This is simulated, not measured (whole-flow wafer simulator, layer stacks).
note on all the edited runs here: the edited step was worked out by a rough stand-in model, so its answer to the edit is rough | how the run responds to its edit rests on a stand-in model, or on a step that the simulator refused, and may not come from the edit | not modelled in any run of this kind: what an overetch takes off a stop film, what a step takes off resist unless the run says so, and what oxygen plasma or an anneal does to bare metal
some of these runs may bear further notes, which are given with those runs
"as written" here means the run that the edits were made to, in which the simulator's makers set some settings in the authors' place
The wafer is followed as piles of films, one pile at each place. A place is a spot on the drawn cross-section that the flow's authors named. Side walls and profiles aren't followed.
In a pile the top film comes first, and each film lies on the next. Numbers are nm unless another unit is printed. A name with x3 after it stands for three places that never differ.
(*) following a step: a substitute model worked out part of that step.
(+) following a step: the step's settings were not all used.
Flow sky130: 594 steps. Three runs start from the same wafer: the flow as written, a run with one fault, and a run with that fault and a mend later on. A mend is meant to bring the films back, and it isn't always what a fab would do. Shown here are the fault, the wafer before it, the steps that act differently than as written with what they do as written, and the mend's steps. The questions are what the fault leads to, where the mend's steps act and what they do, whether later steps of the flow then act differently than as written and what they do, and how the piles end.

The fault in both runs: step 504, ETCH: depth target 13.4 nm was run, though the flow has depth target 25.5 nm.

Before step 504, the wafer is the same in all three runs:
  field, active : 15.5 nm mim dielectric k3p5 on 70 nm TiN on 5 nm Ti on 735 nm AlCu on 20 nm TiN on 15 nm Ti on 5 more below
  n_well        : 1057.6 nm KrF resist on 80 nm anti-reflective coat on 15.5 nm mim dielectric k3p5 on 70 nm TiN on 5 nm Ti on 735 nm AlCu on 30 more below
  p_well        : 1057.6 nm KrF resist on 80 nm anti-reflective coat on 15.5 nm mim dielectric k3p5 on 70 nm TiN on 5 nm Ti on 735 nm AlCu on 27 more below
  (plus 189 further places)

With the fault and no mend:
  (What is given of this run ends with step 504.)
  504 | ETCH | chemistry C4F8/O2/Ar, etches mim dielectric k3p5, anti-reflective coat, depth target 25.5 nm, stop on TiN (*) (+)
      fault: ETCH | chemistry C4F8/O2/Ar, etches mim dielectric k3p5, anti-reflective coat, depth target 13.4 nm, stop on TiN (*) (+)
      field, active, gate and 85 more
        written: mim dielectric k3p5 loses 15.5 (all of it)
        fault: mim dielectric k3p5 loses 13.4
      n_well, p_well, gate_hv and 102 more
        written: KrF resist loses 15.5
        fault: KrF resist loses 8.93
  After step 504, at field, active, gate and 85 more, the piles differ from the flow's by more than 2% or 0.5 nm, whichever is larger.
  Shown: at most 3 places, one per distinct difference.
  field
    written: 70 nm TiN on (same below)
    fault: 2.1 nm mim dielectric k3p5 on 70 nm TiN on (same below)

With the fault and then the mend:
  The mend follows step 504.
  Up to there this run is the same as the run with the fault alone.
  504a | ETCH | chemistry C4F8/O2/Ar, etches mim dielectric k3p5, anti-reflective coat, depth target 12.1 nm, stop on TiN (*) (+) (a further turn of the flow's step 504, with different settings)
      n_well, p_well, gate_hv and 102 more
        KrF resist loses 2.1
      field, active, gate and 85 more
        mim dielectric k3p5 loses 2.1 (all of it)
  Later steps of the flow that are run all act as written at every place that is followed, up to a difference of at most 2% or 0.5 nm, whichever is larger.
  At every place that both follow, the piles at the end match the flow's.
